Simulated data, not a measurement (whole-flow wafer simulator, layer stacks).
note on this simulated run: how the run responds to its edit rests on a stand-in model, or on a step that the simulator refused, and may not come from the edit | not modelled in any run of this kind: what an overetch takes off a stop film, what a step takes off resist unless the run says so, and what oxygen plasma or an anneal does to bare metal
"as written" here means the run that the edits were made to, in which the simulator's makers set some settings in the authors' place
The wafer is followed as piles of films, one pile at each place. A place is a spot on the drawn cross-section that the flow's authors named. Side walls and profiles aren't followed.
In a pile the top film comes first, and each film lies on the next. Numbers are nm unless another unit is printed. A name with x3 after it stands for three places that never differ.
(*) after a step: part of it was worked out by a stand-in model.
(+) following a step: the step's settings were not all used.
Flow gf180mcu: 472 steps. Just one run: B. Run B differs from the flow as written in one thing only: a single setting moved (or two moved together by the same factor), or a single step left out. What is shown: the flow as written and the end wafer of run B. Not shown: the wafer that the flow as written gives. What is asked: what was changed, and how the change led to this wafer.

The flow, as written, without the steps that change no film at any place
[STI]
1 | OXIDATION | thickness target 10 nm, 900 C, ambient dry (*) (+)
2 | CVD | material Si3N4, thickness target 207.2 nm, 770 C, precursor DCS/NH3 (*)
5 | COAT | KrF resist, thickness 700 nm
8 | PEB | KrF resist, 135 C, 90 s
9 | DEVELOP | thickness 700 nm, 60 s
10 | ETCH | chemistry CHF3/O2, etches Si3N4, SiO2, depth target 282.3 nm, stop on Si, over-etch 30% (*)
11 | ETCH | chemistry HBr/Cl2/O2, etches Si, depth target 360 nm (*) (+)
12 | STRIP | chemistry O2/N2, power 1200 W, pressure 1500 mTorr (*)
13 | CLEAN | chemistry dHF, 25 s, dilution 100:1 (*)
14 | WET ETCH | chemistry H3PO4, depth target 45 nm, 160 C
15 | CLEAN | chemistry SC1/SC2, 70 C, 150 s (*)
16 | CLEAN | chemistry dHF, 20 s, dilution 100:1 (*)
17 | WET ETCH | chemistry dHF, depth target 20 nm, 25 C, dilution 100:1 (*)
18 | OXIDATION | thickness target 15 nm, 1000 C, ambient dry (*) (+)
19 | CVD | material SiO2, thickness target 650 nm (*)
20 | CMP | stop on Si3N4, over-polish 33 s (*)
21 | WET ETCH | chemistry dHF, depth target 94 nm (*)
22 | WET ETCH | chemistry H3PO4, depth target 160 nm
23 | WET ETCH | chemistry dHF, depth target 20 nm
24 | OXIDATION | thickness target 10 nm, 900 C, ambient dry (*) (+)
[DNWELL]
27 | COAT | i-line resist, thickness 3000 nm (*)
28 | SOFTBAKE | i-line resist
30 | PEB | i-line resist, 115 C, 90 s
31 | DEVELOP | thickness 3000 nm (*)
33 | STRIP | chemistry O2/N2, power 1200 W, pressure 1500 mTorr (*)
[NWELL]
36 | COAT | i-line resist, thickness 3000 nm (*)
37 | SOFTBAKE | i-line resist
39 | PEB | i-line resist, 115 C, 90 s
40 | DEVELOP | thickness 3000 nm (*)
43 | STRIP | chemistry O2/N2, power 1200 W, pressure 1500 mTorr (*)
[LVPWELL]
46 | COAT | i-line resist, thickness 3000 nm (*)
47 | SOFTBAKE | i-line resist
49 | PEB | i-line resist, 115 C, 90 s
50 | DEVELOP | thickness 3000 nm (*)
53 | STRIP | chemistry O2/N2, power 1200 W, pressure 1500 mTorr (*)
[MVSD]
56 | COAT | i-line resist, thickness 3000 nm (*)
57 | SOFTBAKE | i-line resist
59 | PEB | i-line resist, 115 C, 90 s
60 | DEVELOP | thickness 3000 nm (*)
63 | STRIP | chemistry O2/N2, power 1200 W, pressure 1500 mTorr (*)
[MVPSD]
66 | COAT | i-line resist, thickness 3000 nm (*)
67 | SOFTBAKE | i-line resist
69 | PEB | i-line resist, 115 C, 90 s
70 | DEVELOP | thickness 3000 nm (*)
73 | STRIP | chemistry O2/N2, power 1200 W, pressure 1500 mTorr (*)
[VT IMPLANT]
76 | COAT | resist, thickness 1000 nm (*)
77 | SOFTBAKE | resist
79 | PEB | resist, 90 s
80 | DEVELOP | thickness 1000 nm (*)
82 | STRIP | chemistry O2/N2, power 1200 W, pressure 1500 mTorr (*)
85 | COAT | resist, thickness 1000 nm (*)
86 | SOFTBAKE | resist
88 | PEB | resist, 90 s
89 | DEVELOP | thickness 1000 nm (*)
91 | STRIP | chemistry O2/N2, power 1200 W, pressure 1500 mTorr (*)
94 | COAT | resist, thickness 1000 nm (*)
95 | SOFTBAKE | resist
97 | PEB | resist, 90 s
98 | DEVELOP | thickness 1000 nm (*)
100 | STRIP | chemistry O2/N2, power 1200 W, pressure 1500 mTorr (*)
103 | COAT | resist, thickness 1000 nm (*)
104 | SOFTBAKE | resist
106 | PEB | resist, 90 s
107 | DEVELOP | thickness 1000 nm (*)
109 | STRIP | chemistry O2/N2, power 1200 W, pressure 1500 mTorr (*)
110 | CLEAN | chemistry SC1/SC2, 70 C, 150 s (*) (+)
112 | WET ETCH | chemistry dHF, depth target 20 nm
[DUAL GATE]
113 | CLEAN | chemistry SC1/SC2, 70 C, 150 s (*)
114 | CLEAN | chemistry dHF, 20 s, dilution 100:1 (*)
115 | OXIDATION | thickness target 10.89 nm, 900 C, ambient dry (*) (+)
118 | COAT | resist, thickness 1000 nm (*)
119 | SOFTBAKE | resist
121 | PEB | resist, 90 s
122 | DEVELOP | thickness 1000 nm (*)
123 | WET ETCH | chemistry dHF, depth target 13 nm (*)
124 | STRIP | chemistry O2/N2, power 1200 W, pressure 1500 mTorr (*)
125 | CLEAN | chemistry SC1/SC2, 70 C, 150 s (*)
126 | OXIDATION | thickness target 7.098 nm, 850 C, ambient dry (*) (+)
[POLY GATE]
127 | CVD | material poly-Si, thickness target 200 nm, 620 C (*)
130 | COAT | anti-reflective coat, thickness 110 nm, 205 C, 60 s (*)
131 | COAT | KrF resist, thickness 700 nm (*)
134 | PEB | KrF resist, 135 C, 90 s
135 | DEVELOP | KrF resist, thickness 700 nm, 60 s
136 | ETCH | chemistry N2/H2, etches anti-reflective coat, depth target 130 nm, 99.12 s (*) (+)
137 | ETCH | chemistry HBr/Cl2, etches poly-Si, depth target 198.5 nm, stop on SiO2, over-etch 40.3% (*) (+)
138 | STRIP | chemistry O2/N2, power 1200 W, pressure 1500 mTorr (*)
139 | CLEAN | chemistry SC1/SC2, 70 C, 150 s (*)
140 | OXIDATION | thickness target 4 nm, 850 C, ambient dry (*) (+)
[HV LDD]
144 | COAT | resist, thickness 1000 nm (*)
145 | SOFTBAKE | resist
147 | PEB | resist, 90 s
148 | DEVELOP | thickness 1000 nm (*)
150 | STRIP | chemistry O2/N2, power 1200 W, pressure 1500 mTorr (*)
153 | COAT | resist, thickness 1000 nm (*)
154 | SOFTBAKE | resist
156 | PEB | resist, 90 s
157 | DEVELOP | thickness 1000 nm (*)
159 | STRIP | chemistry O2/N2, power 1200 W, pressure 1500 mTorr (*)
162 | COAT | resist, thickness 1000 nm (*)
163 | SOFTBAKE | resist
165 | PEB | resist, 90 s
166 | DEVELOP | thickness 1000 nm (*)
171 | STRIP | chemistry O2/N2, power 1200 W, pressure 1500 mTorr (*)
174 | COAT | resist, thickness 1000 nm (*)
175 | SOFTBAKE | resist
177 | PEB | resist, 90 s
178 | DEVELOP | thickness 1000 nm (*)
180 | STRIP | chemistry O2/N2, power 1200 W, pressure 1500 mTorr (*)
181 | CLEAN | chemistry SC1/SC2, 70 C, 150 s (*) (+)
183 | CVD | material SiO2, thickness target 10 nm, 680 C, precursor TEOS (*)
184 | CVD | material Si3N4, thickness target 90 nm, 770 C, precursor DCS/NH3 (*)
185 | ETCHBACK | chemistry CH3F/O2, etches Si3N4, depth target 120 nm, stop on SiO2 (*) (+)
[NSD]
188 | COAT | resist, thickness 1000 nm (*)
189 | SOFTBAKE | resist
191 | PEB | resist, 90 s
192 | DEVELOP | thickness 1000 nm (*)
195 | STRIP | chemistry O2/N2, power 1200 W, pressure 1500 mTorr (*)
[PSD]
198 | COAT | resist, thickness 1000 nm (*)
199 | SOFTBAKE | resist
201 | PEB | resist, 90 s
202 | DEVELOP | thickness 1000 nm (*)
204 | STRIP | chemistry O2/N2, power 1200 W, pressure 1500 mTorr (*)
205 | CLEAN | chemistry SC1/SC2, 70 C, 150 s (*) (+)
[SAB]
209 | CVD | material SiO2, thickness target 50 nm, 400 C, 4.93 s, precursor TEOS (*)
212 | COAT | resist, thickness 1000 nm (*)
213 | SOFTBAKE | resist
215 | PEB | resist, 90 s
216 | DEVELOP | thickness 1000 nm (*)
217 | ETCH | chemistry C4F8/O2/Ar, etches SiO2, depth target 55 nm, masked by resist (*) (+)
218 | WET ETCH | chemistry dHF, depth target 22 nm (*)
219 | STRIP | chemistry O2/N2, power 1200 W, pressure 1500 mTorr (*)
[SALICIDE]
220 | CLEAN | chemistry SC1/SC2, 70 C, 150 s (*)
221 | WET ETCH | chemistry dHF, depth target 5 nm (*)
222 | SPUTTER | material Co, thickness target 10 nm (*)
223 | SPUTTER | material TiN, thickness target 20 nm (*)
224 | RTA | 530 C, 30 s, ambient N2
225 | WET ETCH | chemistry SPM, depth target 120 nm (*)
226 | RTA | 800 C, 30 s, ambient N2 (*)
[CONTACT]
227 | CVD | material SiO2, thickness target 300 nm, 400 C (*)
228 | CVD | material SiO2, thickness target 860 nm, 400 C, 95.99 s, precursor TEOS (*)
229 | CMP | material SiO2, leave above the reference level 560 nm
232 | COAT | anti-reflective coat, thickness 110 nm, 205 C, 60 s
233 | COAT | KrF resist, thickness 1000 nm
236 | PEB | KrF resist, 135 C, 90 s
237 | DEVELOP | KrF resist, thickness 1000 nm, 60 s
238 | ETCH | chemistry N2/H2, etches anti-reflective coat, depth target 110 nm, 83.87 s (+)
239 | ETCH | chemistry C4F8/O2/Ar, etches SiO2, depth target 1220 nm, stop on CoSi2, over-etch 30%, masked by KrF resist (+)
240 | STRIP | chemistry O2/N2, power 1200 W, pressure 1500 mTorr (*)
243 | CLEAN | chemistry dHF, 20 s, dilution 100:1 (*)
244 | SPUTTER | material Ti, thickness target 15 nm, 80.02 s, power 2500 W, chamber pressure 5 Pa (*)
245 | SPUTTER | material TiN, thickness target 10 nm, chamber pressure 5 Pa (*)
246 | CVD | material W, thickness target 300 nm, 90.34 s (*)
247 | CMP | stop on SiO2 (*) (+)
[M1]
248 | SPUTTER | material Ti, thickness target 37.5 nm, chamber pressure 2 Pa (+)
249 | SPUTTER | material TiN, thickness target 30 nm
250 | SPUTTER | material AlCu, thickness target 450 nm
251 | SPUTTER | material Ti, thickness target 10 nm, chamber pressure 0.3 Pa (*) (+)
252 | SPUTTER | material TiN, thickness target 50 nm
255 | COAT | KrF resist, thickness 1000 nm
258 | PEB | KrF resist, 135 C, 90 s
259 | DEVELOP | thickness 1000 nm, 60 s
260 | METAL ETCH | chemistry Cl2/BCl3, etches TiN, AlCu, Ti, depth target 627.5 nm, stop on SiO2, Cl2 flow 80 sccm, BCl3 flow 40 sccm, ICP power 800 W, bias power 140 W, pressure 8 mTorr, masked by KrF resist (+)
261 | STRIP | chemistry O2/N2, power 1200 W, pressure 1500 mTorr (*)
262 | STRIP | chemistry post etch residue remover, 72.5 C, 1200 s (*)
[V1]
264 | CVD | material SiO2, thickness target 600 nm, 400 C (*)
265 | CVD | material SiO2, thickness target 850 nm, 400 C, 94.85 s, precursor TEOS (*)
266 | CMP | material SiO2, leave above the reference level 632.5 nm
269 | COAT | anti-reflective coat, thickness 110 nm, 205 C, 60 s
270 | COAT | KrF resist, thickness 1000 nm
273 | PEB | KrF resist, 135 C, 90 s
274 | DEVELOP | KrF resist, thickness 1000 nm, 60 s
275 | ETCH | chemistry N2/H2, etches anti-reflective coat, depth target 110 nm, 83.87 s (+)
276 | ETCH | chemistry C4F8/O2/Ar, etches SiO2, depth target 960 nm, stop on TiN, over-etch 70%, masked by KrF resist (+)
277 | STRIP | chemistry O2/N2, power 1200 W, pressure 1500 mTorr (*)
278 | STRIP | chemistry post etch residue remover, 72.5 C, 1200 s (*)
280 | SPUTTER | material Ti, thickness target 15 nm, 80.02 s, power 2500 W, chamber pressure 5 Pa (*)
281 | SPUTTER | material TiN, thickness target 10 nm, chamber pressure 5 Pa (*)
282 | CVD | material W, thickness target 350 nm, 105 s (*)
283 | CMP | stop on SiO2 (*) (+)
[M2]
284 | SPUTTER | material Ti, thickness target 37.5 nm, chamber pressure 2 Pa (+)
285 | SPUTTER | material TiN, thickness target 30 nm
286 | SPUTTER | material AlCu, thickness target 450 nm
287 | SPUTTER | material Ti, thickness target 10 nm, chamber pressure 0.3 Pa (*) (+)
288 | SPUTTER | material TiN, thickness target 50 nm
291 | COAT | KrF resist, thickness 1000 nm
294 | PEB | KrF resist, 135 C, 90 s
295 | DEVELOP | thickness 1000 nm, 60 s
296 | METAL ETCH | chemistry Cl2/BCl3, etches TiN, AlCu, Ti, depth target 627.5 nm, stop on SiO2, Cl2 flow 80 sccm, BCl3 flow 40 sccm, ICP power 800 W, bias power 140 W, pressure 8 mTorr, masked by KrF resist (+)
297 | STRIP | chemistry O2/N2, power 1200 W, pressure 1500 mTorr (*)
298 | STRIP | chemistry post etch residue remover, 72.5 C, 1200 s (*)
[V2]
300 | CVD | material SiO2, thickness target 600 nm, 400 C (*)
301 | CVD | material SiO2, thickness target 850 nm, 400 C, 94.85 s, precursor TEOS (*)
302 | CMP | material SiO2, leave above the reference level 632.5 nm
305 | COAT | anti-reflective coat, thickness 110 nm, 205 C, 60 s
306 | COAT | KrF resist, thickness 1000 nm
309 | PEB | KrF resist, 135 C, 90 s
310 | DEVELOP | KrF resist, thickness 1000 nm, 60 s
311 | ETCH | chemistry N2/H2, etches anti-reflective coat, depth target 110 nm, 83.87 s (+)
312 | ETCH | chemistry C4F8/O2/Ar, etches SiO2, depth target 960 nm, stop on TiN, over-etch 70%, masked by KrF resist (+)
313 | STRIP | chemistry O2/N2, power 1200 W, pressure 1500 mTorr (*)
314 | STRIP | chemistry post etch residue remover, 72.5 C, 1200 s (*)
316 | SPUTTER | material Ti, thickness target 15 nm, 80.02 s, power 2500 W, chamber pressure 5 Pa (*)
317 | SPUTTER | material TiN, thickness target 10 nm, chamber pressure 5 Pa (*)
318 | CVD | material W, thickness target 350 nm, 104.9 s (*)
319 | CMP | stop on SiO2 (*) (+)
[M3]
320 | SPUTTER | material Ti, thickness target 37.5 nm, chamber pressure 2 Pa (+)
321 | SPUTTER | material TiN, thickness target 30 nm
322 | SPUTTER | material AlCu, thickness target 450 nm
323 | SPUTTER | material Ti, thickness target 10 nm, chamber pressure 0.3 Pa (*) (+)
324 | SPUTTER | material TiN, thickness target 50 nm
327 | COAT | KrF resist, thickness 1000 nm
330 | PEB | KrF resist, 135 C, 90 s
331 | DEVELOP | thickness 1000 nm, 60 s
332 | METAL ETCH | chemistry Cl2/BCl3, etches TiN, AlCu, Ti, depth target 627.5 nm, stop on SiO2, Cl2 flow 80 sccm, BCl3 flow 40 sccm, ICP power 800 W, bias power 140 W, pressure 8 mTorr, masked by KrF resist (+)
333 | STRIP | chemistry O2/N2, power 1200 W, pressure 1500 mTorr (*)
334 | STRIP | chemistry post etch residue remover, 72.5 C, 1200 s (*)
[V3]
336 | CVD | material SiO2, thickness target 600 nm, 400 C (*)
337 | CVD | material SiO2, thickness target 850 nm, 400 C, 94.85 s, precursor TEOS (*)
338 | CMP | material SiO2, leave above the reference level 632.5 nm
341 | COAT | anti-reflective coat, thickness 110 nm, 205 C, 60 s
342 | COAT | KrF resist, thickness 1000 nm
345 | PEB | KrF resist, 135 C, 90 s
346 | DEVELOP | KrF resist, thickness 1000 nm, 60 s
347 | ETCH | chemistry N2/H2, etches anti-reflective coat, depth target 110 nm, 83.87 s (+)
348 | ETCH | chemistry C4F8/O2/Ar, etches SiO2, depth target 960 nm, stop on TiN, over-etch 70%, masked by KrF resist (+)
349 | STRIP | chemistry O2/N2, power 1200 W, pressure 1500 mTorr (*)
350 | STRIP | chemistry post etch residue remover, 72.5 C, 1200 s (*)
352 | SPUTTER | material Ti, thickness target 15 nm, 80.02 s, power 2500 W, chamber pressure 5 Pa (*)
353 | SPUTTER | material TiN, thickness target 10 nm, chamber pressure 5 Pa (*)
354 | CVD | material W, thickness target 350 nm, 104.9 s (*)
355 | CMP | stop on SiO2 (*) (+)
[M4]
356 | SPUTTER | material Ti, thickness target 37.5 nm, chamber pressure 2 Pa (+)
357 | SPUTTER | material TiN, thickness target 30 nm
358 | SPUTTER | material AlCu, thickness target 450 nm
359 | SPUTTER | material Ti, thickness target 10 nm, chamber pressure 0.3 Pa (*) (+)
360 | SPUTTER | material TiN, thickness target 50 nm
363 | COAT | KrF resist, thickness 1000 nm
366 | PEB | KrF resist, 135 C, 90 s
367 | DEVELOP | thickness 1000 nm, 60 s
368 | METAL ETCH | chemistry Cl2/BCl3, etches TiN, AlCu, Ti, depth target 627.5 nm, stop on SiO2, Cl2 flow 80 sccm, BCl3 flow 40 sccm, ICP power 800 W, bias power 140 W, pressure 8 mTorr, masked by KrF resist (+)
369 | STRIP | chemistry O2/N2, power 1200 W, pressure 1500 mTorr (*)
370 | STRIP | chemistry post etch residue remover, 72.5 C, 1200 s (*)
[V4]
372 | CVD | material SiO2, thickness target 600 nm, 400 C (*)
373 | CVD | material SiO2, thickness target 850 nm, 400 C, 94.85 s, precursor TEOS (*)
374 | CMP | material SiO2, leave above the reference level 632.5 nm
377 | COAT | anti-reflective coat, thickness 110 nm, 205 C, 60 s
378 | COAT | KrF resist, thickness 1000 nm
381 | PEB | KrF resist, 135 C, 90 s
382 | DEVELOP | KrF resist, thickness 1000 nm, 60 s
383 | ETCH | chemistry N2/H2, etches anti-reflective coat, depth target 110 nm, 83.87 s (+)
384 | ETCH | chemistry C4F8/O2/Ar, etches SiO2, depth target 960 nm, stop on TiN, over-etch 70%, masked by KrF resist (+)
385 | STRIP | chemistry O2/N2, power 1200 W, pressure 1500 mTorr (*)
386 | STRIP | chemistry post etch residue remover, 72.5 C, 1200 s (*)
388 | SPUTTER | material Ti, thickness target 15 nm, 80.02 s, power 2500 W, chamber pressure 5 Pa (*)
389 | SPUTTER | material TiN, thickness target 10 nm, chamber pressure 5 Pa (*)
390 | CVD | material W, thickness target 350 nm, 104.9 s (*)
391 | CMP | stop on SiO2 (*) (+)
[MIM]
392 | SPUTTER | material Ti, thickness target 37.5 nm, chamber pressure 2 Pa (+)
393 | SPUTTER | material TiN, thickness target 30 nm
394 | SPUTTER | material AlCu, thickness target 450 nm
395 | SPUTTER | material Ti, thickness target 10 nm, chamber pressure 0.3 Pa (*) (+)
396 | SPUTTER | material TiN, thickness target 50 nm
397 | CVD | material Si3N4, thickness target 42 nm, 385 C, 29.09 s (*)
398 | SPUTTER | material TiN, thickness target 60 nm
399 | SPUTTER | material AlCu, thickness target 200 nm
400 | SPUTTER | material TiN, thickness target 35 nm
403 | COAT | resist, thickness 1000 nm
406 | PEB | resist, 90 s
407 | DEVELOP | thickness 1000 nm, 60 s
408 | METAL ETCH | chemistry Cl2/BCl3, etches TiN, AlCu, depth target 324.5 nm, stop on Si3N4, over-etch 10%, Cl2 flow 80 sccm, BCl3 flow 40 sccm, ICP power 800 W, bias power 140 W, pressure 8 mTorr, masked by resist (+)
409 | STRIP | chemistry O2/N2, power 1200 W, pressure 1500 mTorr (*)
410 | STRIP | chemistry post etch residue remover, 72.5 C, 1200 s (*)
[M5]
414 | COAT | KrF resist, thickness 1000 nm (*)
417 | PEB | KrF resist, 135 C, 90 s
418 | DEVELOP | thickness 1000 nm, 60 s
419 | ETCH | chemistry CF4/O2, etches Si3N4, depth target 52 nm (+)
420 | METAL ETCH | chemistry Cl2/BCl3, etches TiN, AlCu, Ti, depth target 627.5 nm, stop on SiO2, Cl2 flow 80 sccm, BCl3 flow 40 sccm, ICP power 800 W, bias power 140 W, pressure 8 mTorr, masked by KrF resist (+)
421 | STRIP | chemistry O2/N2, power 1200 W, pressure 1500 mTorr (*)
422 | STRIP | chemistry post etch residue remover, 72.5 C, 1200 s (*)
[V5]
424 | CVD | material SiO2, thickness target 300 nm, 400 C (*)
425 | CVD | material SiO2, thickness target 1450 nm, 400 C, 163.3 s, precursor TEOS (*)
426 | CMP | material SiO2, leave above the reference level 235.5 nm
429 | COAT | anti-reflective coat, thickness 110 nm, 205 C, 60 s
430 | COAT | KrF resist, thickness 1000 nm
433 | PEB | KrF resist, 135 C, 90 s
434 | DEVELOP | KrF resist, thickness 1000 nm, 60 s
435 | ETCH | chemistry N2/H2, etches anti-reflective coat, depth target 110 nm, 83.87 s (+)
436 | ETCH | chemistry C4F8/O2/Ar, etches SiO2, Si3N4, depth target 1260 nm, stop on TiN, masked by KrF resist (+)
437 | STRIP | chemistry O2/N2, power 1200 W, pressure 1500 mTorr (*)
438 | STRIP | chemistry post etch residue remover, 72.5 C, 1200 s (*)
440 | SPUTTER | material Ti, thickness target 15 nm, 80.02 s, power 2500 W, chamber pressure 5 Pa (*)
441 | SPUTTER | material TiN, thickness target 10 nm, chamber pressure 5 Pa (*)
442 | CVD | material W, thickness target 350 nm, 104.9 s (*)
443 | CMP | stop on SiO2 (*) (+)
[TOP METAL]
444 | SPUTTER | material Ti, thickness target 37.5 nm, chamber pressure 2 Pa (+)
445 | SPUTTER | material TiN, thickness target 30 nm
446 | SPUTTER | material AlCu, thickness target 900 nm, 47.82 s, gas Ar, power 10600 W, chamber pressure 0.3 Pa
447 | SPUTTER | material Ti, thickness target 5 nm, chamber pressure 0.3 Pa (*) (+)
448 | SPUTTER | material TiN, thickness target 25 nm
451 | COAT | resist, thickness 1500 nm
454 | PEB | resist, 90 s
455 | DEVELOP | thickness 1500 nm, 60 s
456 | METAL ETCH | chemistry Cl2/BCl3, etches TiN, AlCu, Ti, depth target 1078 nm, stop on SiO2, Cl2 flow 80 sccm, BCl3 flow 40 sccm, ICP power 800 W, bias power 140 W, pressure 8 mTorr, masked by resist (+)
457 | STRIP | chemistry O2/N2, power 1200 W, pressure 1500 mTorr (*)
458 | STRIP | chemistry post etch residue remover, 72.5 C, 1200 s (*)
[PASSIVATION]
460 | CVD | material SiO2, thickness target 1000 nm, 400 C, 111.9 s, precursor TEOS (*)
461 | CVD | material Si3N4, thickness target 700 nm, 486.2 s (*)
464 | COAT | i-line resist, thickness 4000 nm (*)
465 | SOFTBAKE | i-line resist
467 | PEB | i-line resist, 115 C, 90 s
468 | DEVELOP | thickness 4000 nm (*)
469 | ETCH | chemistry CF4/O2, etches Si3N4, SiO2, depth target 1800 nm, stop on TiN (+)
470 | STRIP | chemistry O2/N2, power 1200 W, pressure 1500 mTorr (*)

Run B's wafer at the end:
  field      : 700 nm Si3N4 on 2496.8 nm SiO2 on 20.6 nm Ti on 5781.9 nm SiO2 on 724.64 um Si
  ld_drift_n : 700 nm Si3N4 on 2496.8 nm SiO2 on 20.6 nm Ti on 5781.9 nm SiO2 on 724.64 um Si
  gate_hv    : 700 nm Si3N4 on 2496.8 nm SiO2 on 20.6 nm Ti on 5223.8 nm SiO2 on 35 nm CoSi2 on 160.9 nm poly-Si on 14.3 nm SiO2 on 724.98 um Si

Cause: step 394, SPUTTER: thickness target 522 nm was run, whereas the flow has thickness target 450 nm.

Step by step, how the change led to this:
  394 | SPUTTER | material AlCu, thickness target 450 nm
      field, field__w1, field__w2 and 108 more: AlCu gains 522 (new film) (as written it would have been: AlCu gains 450 (new film))
  420 | METAL ETCH | chemistry Cl2/BCl3, etches TiN, AlCu, Ti, depth target 627.5 nm, stop on SiO2, Cl2 flow 80 sccm, BCl3 flow 40 sccm, ICP power 800 W, bias power 140 W, pressure 8 mTorr, masked by KrF resist (+)
      field, field__w1, field__w2 and 101 more: TiN loses 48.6 (all of it), Ti loses 10 (all of it), AlCu loses 522 (all of it), TiN loses 30 (all of it), Ti loses 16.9 (as written it would have been: TiN loses 48.6 (all of it), Ti loses 10 (all of it), AlCu loses 450 (all of it), TiN loses 30 (all of it), Ti loses 37.5 (all of it))
  424 | CVD | material SiO2, thickness target 300 nm, 400 C (*)
      field, field__w1, field__w2 and 101 more: SiO2 gains 300 (new film) (as written it would have been: SiO2 gains 300)
  426 | CMP | material SiO2, leave above the reference level 235.5 nm
      field, field__w1, field__w5 and 92 more: SiO2 loses 249.4 (as written it would have been: SiO2 loses 300.8)
      field__w2, field__w3, field__w12 and 6 more: SiO2 loses 218.9 (as written it would have been: SiO2 loses 272.7)
If metal films that touch count as one body, field has 1 body; the flow as written gives 0 bodies.
If metal films that touch count as one body, ld_drift_n has 1 body; the flow as written gives 0 bodies.
If metal films that touch count as one body, gate_hv has 2 bodies (between them, from the top down: SiO2 5223.8); the flow as written gives 1 body.
